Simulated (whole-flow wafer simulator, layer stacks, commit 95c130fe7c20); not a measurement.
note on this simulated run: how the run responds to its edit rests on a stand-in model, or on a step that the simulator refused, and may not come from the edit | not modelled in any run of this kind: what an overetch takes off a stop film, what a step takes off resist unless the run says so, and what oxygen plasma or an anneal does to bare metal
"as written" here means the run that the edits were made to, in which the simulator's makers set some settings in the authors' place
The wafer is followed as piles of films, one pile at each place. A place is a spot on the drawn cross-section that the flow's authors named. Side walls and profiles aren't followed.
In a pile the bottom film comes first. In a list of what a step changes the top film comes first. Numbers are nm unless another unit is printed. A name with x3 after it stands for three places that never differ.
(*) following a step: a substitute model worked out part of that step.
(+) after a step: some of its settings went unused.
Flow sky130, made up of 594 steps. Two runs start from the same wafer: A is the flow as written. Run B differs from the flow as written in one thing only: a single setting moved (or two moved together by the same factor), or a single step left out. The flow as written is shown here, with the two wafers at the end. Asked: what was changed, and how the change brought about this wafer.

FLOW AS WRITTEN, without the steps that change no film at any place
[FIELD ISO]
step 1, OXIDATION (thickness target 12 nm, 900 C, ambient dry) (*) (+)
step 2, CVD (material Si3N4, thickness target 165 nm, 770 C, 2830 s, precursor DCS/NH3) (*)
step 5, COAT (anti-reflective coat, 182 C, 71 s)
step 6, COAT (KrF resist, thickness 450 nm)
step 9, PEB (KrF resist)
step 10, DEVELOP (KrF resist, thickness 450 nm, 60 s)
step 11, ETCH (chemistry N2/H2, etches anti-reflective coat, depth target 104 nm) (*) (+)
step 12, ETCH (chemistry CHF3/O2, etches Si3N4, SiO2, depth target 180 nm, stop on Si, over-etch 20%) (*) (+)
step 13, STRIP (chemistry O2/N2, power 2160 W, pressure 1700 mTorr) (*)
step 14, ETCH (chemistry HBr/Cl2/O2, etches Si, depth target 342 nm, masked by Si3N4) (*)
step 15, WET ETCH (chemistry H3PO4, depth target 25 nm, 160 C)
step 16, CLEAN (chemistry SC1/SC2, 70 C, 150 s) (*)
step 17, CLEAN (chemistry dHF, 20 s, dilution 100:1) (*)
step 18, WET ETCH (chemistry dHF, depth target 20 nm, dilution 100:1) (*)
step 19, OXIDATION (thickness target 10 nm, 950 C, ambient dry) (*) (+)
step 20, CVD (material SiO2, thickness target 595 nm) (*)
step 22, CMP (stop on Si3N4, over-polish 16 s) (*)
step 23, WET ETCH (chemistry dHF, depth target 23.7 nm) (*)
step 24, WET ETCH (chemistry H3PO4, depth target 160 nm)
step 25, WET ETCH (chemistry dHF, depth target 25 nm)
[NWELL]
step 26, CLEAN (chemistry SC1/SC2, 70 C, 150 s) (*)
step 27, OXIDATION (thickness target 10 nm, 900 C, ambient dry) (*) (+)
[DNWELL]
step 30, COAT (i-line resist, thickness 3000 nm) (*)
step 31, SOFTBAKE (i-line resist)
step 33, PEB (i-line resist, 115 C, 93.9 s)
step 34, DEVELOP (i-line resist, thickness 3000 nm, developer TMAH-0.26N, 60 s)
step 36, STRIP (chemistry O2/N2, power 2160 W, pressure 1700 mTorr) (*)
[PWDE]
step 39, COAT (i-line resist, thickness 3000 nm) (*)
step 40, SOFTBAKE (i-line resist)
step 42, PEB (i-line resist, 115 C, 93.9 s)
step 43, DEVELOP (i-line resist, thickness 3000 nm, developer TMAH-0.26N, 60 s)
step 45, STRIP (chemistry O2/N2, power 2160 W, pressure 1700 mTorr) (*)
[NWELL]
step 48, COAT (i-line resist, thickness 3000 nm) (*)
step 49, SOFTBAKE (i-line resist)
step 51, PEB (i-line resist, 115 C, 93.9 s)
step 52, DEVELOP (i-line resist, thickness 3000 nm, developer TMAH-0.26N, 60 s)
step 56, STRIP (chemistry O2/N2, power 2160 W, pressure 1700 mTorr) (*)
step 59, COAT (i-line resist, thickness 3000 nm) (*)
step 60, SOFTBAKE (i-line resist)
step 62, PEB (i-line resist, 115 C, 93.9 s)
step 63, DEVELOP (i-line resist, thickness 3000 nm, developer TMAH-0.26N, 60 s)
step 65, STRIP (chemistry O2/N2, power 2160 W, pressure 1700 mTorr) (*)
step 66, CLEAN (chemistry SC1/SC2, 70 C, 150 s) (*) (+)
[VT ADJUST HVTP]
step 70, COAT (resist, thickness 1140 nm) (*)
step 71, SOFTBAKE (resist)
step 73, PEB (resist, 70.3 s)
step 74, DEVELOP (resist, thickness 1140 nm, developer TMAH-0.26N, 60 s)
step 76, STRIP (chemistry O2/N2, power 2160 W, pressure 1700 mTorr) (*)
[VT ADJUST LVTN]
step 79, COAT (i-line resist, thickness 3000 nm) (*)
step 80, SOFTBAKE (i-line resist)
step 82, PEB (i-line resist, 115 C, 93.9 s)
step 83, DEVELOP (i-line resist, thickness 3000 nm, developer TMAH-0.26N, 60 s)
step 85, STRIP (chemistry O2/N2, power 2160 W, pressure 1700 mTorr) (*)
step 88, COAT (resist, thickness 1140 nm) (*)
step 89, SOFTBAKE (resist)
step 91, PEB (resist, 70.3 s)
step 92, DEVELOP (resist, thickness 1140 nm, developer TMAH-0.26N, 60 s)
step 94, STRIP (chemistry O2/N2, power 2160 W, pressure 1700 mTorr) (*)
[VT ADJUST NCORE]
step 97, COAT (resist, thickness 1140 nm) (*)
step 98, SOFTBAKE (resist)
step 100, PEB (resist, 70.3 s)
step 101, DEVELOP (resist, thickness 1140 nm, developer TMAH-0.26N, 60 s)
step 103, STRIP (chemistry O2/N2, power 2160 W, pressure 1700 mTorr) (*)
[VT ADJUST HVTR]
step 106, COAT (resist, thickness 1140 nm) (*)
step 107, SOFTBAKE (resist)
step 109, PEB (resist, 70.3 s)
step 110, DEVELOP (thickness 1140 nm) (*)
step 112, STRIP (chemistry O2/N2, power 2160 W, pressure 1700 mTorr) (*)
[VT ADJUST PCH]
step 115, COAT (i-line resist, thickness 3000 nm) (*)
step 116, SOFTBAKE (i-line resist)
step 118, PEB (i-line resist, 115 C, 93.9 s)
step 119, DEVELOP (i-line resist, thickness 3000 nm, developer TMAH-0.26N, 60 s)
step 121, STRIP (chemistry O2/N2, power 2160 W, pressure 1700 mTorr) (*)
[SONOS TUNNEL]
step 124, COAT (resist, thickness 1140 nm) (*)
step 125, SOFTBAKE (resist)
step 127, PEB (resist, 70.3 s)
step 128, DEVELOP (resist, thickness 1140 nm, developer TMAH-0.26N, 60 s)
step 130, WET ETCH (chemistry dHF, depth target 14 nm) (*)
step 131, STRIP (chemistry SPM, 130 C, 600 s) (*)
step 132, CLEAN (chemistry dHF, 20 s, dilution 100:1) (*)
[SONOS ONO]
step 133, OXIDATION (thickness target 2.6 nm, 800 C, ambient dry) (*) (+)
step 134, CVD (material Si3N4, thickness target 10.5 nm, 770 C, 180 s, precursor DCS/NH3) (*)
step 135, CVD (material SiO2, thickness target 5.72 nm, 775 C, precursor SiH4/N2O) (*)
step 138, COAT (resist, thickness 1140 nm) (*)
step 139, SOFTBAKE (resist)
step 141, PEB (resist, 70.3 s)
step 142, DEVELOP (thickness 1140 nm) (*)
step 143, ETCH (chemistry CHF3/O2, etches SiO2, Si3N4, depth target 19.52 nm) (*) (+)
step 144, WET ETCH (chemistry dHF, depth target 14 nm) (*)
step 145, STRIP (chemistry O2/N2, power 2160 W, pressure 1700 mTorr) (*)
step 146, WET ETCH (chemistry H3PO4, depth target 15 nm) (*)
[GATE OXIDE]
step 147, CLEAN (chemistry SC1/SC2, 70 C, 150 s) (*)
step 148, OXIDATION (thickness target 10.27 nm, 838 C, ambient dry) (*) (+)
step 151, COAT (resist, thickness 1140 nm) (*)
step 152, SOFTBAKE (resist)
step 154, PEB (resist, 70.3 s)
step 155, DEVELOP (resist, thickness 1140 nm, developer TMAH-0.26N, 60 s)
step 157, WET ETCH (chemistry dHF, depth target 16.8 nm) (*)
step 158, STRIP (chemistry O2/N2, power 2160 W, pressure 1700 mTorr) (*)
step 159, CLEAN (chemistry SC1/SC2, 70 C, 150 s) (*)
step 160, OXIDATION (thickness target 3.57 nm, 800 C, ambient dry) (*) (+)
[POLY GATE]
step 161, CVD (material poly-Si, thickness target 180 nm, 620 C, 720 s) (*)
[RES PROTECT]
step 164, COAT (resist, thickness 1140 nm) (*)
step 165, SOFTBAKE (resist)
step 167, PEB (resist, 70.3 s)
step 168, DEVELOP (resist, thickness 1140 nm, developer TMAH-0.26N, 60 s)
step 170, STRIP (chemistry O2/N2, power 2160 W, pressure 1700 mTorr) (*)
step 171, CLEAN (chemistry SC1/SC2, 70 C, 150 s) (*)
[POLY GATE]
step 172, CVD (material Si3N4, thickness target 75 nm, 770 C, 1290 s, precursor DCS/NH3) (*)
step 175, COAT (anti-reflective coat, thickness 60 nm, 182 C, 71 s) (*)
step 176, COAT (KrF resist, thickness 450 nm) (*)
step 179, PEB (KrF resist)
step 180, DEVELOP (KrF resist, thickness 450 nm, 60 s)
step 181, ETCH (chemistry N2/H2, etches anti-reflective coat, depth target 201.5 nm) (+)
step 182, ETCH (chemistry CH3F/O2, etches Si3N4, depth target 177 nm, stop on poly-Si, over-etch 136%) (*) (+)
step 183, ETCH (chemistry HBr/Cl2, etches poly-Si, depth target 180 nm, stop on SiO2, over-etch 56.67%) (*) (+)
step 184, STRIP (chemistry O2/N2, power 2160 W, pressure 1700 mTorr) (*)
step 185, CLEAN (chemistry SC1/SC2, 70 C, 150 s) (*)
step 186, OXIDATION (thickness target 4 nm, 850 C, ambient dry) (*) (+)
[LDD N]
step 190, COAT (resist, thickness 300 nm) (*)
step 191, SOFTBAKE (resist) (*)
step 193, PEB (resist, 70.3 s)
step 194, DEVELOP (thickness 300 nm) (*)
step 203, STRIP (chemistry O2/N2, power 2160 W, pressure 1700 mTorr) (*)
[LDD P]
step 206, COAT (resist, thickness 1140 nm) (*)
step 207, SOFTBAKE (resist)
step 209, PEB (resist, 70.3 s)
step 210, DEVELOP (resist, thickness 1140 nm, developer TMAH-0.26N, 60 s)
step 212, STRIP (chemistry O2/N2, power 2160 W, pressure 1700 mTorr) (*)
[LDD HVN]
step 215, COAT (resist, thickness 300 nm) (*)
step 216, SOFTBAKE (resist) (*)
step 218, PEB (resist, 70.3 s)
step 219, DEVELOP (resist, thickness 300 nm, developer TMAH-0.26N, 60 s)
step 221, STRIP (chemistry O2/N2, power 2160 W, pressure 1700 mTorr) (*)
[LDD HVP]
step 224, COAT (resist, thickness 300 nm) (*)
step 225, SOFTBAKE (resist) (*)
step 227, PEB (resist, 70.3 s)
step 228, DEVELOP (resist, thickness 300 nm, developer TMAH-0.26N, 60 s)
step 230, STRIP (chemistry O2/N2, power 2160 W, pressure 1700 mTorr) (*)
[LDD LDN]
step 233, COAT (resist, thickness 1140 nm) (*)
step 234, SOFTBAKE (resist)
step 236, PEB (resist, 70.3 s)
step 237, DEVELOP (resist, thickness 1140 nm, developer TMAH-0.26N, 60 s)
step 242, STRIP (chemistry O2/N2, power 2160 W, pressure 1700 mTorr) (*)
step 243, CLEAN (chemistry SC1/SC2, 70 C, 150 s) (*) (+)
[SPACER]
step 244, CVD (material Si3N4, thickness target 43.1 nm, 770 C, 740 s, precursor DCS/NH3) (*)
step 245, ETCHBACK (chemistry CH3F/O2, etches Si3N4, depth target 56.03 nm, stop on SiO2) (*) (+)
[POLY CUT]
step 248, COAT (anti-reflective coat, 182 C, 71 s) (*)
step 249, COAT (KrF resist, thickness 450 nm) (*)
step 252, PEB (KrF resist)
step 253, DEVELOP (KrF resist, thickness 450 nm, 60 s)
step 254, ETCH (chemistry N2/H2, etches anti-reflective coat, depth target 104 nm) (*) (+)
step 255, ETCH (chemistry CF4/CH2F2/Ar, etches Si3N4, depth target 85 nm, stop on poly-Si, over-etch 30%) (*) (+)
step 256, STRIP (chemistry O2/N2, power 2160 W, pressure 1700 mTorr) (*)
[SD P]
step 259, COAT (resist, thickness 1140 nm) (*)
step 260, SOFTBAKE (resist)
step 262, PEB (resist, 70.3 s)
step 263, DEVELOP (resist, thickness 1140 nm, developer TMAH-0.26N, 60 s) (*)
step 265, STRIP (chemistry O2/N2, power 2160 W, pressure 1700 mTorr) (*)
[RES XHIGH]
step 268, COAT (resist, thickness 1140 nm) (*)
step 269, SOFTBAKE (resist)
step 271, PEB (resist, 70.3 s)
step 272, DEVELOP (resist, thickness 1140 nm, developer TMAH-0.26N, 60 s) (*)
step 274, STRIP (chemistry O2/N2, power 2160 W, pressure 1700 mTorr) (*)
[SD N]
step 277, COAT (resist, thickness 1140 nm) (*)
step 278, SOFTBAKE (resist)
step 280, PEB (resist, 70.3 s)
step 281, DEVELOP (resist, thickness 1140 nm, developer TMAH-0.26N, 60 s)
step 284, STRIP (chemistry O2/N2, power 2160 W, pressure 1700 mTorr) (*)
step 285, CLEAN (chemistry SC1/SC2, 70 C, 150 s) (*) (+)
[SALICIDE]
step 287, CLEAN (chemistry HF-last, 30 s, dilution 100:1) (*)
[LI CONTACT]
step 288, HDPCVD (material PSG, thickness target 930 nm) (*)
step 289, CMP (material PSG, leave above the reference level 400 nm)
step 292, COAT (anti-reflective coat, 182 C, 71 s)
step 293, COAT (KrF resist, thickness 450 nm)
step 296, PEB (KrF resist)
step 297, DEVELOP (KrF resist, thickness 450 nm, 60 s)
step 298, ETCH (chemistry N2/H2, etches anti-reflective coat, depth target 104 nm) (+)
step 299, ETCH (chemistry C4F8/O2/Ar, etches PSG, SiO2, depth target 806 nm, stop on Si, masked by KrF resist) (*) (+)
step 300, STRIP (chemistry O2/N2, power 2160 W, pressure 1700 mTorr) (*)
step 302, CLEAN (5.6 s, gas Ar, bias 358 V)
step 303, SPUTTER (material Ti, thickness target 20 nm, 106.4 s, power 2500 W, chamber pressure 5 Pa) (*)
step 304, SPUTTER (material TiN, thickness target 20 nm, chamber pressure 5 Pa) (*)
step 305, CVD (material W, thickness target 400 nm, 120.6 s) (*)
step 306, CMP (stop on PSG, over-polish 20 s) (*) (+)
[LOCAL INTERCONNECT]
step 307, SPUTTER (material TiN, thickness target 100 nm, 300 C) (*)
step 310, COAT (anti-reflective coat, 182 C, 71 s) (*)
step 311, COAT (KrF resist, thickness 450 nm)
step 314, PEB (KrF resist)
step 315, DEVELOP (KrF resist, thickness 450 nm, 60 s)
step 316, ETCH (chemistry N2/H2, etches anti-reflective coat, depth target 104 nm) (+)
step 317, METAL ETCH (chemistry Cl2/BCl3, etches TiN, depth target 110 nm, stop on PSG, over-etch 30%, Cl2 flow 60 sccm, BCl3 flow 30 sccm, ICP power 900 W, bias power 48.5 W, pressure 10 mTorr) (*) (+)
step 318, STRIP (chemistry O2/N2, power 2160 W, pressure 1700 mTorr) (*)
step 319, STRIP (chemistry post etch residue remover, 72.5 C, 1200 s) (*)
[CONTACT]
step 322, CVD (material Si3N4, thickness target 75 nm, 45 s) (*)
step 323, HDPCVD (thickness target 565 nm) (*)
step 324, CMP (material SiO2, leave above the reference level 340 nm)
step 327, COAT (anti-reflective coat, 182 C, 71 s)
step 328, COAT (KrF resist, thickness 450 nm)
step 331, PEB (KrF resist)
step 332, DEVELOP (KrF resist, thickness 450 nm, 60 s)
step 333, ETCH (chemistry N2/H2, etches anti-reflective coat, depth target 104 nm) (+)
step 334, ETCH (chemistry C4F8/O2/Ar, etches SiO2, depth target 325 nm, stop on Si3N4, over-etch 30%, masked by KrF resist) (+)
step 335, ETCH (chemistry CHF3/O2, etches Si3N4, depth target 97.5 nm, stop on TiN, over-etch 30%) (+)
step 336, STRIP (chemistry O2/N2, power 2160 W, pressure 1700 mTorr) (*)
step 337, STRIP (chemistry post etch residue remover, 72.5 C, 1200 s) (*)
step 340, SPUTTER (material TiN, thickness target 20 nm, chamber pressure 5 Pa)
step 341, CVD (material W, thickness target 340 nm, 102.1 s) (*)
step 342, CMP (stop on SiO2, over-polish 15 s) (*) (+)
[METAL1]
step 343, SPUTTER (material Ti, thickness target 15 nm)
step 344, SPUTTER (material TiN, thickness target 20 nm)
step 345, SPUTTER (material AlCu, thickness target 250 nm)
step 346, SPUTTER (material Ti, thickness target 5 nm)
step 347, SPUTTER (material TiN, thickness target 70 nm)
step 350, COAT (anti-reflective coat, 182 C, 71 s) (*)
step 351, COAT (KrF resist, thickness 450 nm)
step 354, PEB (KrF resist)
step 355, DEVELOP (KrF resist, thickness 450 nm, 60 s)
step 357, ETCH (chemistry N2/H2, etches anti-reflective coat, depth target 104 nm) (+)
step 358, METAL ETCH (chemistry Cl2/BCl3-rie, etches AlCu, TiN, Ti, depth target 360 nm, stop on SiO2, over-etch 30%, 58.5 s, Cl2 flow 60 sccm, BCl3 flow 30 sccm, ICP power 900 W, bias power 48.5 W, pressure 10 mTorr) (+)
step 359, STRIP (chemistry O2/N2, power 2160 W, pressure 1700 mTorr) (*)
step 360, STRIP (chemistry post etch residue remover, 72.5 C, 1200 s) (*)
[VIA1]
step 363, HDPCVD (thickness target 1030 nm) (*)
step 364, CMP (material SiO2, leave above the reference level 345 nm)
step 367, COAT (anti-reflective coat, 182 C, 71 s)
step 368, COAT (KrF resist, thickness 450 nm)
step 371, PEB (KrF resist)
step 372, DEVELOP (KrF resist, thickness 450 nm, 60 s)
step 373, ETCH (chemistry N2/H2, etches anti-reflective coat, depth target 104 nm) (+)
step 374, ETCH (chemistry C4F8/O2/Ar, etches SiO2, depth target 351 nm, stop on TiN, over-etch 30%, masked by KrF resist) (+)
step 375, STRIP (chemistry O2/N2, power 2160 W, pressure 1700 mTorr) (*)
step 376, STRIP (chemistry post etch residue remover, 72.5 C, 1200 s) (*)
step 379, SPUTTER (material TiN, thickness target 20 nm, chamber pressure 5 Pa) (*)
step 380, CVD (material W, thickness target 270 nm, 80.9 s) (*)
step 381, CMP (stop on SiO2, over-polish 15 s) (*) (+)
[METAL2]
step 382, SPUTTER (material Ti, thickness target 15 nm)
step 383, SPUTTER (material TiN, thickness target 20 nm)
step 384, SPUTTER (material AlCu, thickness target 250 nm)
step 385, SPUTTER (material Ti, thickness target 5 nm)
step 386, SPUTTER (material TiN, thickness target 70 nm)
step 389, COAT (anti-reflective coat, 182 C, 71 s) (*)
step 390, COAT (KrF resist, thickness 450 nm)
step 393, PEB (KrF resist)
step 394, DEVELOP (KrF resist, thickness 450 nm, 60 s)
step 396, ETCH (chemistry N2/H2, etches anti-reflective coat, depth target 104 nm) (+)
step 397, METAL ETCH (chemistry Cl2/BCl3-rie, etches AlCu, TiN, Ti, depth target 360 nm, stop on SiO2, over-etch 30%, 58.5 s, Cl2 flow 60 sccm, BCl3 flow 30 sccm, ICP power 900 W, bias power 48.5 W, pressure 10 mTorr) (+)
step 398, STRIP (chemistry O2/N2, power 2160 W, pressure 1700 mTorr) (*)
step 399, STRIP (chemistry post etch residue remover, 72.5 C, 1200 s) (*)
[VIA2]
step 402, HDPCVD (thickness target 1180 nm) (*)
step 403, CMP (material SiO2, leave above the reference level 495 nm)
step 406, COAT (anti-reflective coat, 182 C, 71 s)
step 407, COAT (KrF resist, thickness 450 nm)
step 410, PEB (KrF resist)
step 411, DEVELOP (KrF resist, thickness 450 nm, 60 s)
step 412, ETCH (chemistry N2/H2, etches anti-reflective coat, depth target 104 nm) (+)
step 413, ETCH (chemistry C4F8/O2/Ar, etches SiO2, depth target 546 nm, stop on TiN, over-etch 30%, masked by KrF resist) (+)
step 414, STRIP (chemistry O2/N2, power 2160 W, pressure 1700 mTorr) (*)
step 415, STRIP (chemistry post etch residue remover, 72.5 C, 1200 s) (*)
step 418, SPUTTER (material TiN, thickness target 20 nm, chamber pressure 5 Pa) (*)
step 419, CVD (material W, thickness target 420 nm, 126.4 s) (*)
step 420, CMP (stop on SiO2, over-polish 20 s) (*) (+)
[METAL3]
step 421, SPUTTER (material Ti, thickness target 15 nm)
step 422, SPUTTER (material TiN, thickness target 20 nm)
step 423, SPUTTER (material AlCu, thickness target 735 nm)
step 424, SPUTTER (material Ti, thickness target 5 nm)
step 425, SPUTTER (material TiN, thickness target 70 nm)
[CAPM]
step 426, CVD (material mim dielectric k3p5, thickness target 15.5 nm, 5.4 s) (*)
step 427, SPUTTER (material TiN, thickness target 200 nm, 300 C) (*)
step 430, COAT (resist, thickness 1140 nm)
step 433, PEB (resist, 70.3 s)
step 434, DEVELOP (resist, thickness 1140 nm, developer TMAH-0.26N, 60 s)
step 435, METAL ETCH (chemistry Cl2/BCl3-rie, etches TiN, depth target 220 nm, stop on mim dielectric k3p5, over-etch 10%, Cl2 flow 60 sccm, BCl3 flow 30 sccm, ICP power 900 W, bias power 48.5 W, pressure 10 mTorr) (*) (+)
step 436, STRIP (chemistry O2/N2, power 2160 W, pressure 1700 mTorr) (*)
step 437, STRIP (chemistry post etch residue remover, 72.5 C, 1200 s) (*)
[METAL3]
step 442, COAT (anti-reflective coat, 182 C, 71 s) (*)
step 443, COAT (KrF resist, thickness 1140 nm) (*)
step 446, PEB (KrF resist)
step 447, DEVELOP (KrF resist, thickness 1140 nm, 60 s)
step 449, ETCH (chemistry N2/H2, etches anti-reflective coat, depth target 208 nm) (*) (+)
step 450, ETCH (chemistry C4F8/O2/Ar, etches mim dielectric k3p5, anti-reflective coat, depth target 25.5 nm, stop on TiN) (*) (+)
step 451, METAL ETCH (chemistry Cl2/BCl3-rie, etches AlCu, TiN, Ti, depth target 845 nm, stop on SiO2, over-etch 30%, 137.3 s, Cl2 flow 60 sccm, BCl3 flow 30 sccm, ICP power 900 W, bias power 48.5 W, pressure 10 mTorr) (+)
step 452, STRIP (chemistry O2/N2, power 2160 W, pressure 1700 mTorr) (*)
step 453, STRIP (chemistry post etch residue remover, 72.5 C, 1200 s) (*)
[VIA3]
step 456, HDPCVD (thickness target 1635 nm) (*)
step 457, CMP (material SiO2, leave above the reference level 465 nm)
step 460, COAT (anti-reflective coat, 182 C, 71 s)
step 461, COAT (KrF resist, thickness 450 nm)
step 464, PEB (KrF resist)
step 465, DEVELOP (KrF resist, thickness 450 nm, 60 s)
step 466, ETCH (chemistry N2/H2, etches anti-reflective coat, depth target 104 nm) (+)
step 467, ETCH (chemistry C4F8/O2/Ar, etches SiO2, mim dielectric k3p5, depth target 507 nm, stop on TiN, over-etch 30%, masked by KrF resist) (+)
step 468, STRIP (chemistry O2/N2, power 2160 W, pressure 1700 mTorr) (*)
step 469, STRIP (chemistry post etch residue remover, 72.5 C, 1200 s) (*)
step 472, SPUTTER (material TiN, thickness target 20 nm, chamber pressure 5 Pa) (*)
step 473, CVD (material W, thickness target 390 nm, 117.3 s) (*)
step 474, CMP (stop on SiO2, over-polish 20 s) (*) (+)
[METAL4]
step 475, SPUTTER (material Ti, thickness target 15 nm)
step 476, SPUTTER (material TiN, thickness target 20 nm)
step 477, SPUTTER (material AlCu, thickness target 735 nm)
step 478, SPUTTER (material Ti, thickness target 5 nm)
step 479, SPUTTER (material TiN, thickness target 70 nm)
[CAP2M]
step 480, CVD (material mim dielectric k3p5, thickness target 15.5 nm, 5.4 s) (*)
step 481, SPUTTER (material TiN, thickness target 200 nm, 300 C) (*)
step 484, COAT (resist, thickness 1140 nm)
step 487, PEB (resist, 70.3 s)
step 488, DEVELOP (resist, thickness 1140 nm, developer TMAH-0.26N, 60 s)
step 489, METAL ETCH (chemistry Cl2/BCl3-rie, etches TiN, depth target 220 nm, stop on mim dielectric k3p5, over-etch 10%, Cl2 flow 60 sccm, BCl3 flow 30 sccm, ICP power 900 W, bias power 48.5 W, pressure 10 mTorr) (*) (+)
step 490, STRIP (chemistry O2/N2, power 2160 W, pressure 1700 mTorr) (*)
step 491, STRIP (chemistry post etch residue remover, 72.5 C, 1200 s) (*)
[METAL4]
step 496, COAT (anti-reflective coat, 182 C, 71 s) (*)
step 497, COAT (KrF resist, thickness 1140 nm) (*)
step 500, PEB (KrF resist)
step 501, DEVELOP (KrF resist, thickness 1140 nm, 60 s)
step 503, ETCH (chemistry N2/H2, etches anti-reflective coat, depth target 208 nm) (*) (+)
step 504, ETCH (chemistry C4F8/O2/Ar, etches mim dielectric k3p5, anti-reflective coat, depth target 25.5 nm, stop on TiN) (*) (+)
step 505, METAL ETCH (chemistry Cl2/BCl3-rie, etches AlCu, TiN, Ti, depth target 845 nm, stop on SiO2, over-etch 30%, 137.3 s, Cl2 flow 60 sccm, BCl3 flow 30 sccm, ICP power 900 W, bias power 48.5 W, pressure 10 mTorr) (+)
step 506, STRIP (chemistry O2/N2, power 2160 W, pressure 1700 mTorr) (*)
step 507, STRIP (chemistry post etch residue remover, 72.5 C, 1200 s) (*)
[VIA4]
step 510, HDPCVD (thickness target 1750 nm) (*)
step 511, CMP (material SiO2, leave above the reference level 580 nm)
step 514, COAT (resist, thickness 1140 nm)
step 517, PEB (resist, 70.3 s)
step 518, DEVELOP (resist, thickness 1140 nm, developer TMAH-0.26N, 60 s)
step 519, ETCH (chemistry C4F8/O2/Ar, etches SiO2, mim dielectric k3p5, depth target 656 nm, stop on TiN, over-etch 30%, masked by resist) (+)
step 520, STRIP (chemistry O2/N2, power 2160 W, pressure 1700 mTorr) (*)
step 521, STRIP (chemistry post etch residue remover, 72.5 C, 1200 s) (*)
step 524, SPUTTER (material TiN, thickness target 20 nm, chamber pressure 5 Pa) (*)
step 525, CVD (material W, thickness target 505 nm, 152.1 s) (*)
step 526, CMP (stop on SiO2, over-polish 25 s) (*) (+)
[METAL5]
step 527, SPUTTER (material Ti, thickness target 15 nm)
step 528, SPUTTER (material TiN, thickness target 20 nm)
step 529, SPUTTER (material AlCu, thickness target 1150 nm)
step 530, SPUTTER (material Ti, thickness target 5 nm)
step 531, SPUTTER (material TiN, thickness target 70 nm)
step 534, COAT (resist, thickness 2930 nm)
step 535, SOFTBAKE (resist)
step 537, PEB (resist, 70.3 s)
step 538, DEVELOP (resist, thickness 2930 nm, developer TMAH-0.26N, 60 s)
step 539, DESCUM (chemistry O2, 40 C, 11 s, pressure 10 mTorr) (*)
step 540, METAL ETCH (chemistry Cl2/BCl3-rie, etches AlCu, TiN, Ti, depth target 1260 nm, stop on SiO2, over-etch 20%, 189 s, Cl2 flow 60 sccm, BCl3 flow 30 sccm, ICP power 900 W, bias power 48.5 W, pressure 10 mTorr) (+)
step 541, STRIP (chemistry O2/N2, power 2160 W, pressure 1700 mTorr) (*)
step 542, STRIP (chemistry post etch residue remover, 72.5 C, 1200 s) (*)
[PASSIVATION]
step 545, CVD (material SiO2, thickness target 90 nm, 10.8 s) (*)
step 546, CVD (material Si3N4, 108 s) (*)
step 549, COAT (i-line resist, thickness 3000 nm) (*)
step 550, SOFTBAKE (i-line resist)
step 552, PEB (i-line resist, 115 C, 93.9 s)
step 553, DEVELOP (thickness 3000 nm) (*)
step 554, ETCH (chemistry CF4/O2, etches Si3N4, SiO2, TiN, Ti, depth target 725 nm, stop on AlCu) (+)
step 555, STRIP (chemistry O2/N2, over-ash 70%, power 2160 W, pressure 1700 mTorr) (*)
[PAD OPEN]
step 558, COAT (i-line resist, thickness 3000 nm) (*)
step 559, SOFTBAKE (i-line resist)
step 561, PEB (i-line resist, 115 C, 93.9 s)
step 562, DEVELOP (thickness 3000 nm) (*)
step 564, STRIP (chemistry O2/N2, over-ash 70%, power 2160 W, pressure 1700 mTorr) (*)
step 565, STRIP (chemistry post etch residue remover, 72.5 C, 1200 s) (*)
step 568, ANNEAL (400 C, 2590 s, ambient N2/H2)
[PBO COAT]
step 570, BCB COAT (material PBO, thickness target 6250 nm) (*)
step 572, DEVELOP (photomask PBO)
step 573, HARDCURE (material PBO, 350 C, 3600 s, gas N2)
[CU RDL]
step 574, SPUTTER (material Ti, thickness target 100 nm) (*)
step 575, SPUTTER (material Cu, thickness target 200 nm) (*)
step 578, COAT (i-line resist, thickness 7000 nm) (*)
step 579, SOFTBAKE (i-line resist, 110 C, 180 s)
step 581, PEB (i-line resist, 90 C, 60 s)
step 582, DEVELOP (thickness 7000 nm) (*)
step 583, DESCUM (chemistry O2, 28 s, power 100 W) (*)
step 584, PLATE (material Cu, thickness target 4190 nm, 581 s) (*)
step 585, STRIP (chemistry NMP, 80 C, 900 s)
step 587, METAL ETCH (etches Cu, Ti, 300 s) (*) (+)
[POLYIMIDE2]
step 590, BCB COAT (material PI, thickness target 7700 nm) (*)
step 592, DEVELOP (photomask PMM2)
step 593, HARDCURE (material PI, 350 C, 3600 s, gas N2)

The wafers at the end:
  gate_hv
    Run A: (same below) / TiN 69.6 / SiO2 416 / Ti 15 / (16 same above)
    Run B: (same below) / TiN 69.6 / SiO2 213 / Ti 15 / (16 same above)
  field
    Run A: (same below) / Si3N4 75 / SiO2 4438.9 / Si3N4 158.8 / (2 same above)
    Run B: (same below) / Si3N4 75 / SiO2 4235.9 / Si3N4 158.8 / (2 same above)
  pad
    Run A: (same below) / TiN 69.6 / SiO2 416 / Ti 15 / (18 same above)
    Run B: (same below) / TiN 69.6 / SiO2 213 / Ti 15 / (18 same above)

What caused this: step 403, CMP: leave above the reference level 292 nm was run, while the flow as written has leave above the reference level 495 nm.

Step by step, how the change led to this:
  step 403, CMP (material SiO2, leave above the reference level 495 nm)
      n_well, p_well, gate_hv and 101 more: A -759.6 SiO2 | B -962.6 SiO2
      field, active, gate and 82 more: A -389.1 SiO2 | B -592.1 SiO2
      (and at 2 other places as well)
  step 413, ETCH (chemistry C4F8/O2/Ar, etches SiO2, depth target 546 nm, stop on TiN, over-etch 30%, masked by KrF resist) (+)
      field, active, n_well and 186 more: A -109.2 KrF resist | B -56.5 KrF resist
      m1: A -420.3 SiO2 (all of it) | B -217.3 SiO2 (all of it)
      (and at 1 other place as well)
  step 414, STRIP (chemistry O2/N2, power 2160 W, pressure 1700 mTorr) (*)
      field, active, n_well and 186 more: A -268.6 KrF resist (all of it), -80 anti-reflective coat (all of it) | B -321.3 KrF resist (all of it), -80 anti-reflective coat (all of it)
  step 418, SPUTTER (material TiN, thickness target 20 nm, chamber pressure 5 Pa) (*)
      m1, via2_hole: A +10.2 TiN | B +13.2 TiN
  step 419, CVD (material W, thickness target 420 nm, 126.4 s) (*)
      m1: A +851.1 W (new film) | B +645.1 W (new film)
      via2_hole: A +850.7 W (new film) | B +644.6 W (new film)
